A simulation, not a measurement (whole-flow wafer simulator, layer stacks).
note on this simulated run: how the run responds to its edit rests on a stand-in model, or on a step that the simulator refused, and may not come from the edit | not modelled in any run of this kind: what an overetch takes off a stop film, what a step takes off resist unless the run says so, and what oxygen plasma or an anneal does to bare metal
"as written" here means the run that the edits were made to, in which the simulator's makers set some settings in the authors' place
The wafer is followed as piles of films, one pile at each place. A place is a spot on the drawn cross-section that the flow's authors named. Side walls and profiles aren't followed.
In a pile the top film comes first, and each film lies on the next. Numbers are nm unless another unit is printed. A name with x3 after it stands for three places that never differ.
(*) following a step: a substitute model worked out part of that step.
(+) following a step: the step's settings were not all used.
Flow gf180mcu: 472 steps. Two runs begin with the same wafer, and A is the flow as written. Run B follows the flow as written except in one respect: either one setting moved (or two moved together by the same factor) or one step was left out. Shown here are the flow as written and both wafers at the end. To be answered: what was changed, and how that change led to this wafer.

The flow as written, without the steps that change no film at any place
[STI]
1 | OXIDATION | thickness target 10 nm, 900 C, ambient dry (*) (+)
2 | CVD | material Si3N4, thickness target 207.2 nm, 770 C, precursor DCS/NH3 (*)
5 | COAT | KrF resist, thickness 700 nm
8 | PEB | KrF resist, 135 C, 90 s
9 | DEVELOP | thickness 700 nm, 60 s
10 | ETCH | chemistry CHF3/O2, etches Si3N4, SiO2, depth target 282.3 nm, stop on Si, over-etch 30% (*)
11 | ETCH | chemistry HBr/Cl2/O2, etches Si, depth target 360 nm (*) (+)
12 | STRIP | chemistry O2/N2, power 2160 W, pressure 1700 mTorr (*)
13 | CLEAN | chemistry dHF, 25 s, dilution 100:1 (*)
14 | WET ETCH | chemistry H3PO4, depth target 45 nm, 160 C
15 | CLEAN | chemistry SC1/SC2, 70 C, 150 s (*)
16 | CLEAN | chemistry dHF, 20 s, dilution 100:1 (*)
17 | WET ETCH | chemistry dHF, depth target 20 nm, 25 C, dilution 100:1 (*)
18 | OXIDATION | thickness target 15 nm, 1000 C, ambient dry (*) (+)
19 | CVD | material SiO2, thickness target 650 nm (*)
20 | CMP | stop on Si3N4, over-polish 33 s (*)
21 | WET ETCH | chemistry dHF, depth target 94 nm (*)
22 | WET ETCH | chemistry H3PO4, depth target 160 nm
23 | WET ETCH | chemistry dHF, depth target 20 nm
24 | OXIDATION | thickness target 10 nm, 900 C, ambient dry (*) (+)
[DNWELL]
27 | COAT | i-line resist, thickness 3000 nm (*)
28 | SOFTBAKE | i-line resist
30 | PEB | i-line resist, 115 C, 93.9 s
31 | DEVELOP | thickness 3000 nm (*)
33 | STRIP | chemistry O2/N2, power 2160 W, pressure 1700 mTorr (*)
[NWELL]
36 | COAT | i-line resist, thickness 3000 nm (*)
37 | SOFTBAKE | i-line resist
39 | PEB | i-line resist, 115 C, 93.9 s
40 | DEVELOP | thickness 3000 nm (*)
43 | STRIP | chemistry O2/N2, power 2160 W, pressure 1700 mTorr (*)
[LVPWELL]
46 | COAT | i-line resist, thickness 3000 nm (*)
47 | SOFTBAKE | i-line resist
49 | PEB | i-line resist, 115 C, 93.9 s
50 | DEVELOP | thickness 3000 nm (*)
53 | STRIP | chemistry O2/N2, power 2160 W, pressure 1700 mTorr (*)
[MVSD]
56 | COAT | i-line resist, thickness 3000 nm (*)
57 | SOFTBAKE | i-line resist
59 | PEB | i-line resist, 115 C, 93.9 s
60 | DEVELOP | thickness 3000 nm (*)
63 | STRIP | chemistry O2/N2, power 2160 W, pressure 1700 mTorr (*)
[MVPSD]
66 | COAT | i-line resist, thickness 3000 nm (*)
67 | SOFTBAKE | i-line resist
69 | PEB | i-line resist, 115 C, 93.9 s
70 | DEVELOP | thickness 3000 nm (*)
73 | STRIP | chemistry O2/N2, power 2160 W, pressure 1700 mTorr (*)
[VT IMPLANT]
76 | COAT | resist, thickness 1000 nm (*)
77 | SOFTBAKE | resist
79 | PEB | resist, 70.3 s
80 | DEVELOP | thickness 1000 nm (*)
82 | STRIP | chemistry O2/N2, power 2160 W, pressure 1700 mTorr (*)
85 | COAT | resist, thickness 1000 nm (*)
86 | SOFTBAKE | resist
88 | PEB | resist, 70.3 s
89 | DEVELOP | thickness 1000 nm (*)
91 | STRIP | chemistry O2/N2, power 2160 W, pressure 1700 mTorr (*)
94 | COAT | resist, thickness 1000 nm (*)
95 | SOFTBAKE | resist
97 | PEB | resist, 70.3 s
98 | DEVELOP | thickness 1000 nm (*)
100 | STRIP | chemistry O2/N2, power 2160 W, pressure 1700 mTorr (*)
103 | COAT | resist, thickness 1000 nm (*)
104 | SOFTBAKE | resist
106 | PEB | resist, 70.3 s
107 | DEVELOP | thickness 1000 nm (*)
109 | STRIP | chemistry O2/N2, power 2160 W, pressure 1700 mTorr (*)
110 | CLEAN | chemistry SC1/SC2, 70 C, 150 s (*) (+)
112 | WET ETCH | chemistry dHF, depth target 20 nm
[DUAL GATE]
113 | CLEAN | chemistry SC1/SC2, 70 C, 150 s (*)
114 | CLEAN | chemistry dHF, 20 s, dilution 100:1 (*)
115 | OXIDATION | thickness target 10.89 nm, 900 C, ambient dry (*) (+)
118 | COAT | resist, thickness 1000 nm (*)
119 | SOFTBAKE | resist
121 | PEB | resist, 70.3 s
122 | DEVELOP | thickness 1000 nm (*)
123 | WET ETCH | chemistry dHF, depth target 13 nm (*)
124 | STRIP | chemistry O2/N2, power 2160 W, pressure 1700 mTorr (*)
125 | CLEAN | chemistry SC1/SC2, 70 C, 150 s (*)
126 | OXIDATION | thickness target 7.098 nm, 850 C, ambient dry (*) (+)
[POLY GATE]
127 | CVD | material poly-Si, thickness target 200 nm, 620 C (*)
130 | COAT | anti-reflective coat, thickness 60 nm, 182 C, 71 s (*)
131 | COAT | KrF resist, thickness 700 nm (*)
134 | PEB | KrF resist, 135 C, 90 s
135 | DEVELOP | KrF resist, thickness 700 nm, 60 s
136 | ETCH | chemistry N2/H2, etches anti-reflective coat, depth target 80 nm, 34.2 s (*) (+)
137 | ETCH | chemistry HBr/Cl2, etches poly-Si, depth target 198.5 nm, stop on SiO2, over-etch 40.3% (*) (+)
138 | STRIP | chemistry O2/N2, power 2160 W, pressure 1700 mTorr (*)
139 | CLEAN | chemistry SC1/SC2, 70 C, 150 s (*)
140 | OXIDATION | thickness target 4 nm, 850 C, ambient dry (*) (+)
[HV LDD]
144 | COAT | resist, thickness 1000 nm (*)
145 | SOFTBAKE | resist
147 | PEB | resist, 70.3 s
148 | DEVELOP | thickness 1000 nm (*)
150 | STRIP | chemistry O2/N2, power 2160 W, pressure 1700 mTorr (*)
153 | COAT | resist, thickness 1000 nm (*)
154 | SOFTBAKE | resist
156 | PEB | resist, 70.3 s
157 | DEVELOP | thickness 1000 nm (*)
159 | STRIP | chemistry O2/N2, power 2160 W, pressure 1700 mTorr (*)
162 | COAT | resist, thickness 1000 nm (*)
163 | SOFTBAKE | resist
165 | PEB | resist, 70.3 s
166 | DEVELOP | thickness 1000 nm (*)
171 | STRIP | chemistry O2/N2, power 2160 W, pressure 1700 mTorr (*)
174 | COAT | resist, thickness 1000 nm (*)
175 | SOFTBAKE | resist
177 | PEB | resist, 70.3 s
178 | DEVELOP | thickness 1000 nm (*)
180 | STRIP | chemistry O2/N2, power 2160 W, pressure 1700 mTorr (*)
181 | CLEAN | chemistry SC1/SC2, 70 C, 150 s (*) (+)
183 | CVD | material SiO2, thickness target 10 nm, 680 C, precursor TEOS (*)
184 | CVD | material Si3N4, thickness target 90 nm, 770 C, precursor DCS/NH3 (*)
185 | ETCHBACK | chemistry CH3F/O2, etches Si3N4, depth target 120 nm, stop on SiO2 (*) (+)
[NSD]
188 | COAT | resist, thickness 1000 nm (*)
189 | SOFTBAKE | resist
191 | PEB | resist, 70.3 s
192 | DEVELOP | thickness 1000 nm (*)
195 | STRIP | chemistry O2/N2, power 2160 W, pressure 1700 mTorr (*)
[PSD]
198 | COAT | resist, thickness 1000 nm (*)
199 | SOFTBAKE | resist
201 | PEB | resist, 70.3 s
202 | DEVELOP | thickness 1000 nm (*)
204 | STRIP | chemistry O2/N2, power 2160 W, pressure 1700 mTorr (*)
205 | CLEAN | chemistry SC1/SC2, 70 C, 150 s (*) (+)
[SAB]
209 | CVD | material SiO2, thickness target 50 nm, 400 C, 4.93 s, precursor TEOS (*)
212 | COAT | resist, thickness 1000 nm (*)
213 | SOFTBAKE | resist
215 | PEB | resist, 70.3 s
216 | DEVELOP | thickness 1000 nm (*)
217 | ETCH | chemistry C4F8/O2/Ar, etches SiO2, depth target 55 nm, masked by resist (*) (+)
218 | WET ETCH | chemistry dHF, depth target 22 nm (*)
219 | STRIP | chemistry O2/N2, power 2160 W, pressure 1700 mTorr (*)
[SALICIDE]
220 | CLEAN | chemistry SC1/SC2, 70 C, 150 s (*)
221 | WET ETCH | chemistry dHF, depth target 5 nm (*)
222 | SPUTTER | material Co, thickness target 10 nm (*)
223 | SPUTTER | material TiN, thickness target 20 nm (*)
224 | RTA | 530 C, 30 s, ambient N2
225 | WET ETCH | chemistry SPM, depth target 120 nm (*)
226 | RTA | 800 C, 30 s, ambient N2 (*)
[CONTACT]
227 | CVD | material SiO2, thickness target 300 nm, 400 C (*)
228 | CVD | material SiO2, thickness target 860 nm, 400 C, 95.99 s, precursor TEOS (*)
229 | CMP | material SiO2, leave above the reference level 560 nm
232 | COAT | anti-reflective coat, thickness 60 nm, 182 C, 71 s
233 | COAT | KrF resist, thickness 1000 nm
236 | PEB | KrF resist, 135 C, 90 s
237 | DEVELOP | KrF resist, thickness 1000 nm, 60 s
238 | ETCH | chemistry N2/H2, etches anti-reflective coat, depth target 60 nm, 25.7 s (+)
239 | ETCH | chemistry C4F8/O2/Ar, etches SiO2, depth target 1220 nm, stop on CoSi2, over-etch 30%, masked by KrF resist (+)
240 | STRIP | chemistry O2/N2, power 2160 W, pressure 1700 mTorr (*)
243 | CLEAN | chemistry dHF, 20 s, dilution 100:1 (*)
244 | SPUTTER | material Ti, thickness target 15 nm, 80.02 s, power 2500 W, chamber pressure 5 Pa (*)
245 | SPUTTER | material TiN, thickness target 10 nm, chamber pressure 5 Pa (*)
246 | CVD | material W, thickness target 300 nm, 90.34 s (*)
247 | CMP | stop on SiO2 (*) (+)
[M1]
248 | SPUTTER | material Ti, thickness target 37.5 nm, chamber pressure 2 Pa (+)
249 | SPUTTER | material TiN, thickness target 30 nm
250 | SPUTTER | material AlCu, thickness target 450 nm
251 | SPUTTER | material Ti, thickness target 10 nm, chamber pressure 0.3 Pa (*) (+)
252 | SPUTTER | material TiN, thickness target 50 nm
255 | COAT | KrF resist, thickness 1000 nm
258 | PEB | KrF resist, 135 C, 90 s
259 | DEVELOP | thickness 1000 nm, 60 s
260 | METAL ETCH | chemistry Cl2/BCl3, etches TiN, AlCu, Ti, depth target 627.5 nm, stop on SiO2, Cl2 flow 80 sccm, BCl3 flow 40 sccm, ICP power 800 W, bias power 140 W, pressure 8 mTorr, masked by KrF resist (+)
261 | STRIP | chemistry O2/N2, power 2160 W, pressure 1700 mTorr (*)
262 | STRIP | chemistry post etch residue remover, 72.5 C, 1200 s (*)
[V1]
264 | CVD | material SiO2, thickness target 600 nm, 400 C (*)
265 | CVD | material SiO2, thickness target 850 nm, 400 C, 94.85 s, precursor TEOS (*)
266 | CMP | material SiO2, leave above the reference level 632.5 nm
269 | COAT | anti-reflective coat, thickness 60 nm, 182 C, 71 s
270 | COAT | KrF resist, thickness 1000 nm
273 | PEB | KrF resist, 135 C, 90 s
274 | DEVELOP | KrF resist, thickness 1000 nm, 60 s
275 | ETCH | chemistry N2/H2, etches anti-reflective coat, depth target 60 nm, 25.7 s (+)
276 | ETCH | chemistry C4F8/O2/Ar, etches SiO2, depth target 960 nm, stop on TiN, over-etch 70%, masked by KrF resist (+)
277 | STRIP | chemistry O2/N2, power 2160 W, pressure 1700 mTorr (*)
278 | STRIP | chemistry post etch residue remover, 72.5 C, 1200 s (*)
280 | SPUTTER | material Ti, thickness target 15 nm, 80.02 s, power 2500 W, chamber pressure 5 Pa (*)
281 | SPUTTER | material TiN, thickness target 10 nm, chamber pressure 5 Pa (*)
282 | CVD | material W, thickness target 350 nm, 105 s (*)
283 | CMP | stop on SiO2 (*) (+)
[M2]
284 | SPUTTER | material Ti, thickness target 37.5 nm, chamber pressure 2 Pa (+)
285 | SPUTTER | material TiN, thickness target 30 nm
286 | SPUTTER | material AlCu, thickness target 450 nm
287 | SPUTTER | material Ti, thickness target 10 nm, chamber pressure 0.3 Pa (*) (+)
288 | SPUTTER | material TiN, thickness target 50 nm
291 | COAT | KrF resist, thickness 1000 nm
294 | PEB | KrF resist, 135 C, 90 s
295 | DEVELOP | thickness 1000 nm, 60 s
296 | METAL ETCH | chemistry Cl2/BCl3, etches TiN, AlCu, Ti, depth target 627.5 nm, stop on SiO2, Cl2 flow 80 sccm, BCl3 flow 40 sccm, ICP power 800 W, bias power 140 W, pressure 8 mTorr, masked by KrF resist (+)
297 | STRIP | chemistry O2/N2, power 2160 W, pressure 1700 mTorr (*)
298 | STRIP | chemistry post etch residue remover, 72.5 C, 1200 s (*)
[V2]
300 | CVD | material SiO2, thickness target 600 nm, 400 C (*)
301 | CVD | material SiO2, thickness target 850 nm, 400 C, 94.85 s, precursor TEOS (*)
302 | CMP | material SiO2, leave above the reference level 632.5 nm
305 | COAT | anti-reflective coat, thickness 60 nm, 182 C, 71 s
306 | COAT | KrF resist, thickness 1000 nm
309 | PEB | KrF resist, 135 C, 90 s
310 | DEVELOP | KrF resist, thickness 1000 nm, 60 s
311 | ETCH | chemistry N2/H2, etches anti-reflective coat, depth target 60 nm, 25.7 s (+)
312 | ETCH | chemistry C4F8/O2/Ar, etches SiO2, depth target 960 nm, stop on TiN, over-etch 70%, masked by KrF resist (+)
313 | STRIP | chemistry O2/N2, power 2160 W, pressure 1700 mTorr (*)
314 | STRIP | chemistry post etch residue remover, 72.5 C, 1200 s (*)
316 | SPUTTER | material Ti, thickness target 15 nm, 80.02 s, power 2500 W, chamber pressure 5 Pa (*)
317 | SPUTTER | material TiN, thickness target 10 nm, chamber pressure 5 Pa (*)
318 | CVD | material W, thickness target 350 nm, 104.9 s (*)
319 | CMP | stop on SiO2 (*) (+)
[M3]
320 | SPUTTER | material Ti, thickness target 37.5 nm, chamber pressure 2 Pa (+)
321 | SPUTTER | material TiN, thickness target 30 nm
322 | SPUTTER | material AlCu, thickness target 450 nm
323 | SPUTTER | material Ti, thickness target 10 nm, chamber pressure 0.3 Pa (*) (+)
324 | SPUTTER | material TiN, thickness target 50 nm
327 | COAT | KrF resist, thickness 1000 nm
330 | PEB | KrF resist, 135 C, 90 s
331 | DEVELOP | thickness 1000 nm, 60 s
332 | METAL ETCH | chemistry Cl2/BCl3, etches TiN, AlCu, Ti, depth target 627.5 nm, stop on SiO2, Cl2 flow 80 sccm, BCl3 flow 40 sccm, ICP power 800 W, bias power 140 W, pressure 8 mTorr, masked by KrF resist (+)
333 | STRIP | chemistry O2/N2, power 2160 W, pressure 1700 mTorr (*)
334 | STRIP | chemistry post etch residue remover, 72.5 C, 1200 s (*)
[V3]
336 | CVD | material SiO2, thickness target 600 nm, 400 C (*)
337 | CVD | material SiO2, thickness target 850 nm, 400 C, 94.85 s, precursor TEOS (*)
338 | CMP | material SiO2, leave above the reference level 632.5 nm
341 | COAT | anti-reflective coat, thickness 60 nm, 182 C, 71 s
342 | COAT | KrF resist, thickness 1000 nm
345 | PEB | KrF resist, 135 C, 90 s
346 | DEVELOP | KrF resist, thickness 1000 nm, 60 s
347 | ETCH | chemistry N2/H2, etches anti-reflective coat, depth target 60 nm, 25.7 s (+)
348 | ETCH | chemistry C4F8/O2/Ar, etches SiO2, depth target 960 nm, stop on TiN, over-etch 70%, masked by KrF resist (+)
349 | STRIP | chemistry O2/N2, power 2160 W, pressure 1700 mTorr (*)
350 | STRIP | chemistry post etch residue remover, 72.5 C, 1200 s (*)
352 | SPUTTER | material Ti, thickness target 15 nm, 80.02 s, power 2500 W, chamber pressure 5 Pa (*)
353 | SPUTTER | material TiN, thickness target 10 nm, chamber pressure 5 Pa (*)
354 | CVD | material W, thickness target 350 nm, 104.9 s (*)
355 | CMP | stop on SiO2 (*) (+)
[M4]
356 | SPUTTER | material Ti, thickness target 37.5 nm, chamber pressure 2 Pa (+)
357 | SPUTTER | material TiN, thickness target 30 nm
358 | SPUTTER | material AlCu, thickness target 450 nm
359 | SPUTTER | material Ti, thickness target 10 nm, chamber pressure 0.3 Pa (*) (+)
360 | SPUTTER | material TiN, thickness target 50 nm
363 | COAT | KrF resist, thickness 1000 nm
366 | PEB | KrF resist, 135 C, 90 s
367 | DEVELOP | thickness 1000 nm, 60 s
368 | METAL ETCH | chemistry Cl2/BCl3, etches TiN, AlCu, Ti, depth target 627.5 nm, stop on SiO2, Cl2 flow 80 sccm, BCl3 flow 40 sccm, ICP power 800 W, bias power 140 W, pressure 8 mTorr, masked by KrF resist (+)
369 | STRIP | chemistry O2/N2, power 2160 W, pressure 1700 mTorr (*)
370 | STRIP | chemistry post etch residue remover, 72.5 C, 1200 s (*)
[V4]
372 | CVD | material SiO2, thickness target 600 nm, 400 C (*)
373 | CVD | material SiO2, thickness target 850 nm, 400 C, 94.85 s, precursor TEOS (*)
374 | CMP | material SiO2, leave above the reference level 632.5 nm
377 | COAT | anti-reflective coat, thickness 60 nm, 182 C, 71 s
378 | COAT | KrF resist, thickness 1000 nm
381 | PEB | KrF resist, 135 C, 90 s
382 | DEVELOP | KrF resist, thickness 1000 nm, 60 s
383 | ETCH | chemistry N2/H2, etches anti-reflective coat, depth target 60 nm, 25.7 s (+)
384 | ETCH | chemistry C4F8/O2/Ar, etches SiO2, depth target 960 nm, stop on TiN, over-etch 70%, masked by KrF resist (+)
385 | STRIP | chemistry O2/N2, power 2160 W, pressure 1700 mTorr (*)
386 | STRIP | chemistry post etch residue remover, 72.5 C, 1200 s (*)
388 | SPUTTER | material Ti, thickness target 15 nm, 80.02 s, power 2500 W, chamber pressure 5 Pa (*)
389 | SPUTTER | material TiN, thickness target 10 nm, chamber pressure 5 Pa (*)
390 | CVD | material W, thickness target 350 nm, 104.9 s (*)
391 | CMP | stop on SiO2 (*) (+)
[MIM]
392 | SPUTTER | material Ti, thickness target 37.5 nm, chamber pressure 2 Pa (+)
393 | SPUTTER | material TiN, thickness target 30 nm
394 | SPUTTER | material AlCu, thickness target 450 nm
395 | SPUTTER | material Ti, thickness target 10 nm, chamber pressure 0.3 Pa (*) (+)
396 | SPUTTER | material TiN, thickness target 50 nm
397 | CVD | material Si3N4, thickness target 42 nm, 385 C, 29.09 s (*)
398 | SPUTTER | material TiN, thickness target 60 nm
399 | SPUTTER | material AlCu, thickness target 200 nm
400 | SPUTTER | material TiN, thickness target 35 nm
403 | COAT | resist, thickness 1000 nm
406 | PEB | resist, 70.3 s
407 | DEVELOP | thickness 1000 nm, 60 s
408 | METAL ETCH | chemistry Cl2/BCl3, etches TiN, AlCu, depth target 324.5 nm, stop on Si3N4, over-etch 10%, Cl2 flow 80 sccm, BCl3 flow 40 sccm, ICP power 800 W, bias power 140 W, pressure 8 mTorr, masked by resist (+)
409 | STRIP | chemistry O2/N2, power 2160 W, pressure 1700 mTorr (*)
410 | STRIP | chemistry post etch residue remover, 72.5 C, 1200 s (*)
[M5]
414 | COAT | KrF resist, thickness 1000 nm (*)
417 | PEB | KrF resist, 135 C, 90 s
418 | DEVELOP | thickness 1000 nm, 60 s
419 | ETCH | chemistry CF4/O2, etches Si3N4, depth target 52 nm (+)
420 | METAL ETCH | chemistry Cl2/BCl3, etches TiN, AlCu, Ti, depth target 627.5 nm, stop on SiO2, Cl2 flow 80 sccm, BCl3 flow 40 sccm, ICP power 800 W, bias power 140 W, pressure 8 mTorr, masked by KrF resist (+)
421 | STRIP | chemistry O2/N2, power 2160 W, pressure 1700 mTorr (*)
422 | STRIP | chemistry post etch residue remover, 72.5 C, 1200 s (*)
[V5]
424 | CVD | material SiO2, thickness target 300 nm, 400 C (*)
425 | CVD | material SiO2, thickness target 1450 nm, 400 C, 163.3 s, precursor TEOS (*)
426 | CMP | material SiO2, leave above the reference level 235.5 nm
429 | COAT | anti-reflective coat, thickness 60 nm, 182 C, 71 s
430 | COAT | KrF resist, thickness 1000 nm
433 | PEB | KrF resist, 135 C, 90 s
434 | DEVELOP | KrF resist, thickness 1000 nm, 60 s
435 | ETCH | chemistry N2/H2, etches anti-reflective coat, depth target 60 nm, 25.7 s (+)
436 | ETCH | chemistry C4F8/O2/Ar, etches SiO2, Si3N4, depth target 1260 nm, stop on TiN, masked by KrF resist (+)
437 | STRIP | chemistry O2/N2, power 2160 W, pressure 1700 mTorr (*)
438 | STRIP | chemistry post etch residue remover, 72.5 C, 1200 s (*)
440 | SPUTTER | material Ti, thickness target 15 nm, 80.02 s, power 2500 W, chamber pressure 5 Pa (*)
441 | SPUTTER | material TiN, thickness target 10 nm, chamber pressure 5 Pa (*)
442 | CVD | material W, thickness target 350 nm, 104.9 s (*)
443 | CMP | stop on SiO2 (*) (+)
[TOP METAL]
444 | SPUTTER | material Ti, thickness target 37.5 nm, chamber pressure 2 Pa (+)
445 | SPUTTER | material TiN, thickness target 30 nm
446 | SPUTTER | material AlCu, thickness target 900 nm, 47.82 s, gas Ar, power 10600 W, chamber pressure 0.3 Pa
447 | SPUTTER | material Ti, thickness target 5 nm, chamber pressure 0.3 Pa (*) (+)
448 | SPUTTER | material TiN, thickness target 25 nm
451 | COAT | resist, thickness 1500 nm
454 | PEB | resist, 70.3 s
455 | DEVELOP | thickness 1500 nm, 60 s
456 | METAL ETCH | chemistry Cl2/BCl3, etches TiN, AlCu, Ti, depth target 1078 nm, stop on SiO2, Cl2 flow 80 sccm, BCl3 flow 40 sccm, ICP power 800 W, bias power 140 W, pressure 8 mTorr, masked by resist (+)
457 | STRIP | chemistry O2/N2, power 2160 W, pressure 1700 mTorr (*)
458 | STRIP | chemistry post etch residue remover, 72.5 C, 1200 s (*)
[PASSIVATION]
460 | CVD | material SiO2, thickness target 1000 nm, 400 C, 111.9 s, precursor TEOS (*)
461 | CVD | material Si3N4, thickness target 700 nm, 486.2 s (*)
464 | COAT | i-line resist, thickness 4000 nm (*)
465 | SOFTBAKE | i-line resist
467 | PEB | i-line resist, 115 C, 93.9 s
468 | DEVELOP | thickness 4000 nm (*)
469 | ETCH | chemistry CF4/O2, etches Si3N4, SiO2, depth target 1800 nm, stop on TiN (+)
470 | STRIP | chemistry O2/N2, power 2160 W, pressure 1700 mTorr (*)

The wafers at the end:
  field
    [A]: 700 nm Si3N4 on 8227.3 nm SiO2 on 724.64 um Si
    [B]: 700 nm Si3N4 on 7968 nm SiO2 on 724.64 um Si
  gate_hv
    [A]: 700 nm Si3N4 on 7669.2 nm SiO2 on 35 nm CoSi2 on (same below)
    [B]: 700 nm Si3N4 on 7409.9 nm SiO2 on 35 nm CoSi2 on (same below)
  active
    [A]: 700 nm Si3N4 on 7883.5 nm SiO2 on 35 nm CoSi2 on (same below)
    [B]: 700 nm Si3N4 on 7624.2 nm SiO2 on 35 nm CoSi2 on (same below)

The reason: step 302, CMP: leave above the reference level 373.2 nm was run, though the flow has leave above the reference level 632.5 nm.

Step by step, how the change led to this:
  302 | CMP | material SiO2, leave above the reference level 632.5 nm
      field, field__w1, field__w2 and 103 more: A SiO2 loses 300 | B SiO2 loses 559.3
      field__w8, contact, m1, m1__w1, m1_nw: A SiO2 loses 877.1 | B SiO2 loses 1136.4
  312 | ETCH | chemistry C4F8/O2/Ar, etches SiO2, depth target 960 nm, stop on TiN, over-etch 70%, masked by KrF resist (+)
      field, field__w1, field__w2 and 107 more: A KrF resist loses 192 | B KrF resist loses 106.5
      contact: A SiO2 loses 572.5 (all of it) | B SiO2 loses 313.2 (all of it)
  313 | STRIP | chemistry O2/N2, power 2160 W, pressure 1700 mTorr (*)
      field, field__w1, field__w2 and 107 more: A KrF resist loses 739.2 (all of it), anti-reflective coat loses 60 (all of it) | B KrF resist loses 824.7 (all of it), anti-reflective coat loses 60 (all of it)
  316 | SPUTTER | material Ti, thickness target 15 nm, 80.02 s, power 2500 W, chamber pressure 5 Pa (*)
      contact: A Ti gains 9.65 (new film) | B Ti gains 11.3 (new film)
  317 | SPUTTER | material TiN, thickness target 10 nm, chamber pressure 5 Pa (*)
      contact: A TiN gains 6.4 (new film) | B TiN gains 7.52 (new film)
  318 | CVD | material W, thickness target 350 nm, 104.9 s (*)
      contact: A W gains 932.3 (new film) | B W gains 670.2 (new film)
